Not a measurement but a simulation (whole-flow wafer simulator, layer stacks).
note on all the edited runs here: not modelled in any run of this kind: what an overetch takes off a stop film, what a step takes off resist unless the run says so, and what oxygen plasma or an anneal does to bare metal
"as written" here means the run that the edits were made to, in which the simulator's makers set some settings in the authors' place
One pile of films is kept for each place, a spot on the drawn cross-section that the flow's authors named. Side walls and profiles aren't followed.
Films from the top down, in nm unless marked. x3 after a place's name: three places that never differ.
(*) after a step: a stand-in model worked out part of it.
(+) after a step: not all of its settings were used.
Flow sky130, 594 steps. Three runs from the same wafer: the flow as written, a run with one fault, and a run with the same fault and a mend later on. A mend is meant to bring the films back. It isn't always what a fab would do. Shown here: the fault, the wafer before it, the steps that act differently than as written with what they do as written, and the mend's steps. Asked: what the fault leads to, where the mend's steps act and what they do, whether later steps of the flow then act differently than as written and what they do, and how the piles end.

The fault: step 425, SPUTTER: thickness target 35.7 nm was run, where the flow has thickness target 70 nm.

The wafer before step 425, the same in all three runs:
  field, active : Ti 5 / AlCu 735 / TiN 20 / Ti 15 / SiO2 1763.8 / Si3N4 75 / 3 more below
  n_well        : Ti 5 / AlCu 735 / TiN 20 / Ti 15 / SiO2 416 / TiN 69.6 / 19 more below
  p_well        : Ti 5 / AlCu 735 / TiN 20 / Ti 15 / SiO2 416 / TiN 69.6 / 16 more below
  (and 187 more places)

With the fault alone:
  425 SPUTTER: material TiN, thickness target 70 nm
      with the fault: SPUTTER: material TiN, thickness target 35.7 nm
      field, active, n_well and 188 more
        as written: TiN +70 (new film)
        with the fault: TiN +35.7 (new film)
  Later steps of the flow that act differently than as written (18 more steps differ only slightly, by at most 2% or 0.5 nm, whichever is larger, and aren't shown):
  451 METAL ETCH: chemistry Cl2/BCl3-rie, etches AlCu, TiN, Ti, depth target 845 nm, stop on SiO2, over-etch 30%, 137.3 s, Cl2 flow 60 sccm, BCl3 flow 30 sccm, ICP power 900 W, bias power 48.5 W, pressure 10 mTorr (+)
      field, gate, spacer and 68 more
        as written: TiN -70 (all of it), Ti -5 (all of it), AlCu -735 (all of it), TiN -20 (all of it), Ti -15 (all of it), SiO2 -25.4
        with the fault: TiN -35.7 (all of it), Ti -5 (all of it), AlCu -735 (all of it), TiN -20 (all of it), Ti -15 (all of it), SiO2 -28.8
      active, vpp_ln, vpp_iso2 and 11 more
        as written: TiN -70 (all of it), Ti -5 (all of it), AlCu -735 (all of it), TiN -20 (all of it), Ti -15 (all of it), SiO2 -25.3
        with the fault: TiN -35.7 (all of it), Ti -5 (all of it), AlCu -735 (all of it), TiN -20 (all of it), Ti -15 (all of it), SiO2 -28.8
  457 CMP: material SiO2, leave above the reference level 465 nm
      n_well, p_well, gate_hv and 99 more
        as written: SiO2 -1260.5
        with the fault: SiO2 -1226.2
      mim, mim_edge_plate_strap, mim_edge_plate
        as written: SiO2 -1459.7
        with the fault: SiO2 -1425.4
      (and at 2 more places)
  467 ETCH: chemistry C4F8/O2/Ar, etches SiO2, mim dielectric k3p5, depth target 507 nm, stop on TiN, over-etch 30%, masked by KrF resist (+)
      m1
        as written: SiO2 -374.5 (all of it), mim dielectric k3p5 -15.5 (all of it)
        with the fault: SiO2 -408.8 (all of it), mim dielectric k3p5 -15.5 (all of it)
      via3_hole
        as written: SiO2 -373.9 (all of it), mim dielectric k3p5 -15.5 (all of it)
        with the fault: SiO2 -408.2 (all of it), mim dielectric k3p5 -15.5 (all of it)
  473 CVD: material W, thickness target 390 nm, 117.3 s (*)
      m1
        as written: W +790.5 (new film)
        with the fault: W +825.2 (new film)
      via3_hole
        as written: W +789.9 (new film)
        with the fault: W +824.6 (new film)
  At the end the piles differ from the flow's by more than 2% or 0.5 nm, whichever is larger, at n_well, p_well, gate_hv and 104 more.
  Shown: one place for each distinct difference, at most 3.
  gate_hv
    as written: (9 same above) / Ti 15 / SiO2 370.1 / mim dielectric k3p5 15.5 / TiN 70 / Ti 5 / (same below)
    with the fault: (9 same above) / Ti 15 / SiO2 404.4 / mim dielectric k3p5 15.5 / TiN 35.7 / Ti 5 / (same below)
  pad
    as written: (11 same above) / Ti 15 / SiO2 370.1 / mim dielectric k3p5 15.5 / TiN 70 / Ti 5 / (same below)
    with the fault: (11 same above) / Ti 15 / SiO2 404.4 / mim dielectric k3p5 15.5 / TiN 35.7 / Ti 5 / (same below)
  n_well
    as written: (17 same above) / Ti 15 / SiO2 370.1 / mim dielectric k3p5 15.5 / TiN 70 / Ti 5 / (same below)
    with the fault: (17 same above) / Ti 15 / SiO2 404.4 / mim dielectric k3p5 15.5 / TiN 35.7 / Ti 5 / (same below)

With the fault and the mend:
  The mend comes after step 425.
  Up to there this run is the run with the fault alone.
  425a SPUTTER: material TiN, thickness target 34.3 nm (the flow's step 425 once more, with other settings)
      field, active, n_well and 188 more
        TiN +34.3
  No later step of the flow acts differently than as written at any place that is followed.
  At the end the piles are the same as the flow's at every place that both follow.
